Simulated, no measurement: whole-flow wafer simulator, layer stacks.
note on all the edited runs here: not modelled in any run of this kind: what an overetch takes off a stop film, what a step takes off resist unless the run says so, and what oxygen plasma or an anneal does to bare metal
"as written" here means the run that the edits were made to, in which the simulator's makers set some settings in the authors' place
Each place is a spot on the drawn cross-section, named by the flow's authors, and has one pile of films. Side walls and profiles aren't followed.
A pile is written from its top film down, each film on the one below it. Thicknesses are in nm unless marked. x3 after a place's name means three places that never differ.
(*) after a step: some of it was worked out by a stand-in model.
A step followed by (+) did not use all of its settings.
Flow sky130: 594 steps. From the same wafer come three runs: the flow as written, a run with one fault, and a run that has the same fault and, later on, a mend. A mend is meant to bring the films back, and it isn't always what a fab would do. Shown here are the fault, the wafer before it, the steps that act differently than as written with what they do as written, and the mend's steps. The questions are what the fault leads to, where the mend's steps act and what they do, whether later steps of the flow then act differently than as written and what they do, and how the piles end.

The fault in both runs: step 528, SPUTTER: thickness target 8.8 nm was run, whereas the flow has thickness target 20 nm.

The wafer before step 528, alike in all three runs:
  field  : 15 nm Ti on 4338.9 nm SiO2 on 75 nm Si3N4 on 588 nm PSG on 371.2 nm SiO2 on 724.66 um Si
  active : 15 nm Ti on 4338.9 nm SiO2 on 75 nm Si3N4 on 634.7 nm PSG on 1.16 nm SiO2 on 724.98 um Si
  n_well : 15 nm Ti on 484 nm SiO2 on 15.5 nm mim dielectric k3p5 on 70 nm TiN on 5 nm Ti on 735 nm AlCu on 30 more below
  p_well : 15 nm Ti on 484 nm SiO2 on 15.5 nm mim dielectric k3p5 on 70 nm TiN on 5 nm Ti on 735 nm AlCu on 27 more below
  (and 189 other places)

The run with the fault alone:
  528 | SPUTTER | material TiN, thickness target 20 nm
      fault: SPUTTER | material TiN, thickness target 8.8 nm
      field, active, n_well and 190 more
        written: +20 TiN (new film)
        fault: +8.8 TiN (new film)
  Steps further on in the flow that do not act as written (not shown: 19 more steps that differ only slightly, by at most 2% or 0.5 nm, whichever is larger):
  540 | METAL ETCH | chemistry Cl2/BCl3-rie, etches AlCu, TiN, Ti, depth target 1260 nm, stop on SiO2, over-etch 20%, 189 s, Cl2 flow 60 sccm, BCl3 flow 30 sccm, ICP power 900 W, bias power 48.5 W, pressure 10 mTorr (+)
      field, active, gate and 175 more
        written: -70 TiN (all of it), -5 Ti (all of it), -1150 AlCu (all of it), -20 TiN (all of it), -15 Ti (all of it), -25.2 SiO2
        fault: -70 TiN (all of it), -5 Ti (all of it), -1150 AlCu (all of it), -8.8 TiN (all of it), -15 Ti (all of it), -26.3 SiO2
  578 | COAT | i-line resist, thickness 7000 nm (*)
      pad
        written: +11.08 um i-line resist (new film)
        fault: +11.09 um i-line resist (new film)
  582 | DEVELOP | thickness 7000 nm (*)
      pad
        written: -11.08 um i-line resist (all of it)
        fault: -11.09 um i-line resist (all of it)
  By the end, the piles at n_well, p_well, sd_n and 12 more depart from the flow's by more than 2% or 0.5 nm, whichever is larger.
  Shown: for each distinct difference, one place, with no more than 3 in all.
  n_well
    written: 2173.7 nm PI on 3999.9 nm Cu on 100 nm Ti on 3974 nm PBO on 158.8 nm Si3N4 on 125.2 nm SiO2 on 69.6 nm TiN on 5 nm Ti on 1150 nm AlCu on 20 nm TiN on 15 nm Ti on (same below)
    fault: 2175 nm PI on 3999.9 nm Cu on 100 nm Ti on 3982.1 nm PBO on 158.8 nm Si3N4 on 125.2 nm SiO2 on 69.6 nm TiN on 5 nm Ti on 1150 nm AlCu on 8.8 nm TiN on 15 nm Ti on (same below)
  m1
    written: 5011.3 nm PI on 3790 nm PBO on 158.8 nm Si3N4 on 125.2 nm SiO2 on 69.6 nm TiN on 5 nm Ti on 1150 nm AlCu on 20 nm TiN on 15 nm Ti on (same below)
    fault: 5011.9 nm PI on 3799.3 nm PBO on 158.8 nm Si3N4 on 125.2 nm SiO2 on 69.6 nm TiN on 5 nm Ti on 1150 nm AlCu on 8.8 nm TiN on 15 nm Ti on (same below)
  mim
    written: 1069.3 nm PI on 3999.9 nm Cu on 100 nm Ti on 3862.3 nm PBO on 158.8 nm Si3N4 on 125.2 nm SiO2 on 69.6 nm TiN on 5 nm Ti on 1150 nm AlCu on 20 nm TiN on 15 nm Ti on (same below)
    fault: 1070.4 nm PI on 3999.9 nm Cu on 100 nm Ti on 3870.9 nm PBO on 158.8 nm Si3N4 on 125.2 nm SiO2 on 69.6 nm TiN on 5 nm Ti on 1150 nm AlCu on 8.8 nm TiN on 15 nm Ti on (same below)

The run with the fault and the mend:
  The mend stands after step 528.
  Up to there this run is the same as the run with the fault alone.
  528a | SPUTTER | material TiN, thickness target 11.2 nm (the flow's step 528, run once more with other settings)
      field, active, n_well and 190 more
        +11.2 TiN
  None of the later steps of the flow acts differently than as written at any place that is followed.
  The piles end the same as the flow's at every place that both follow.
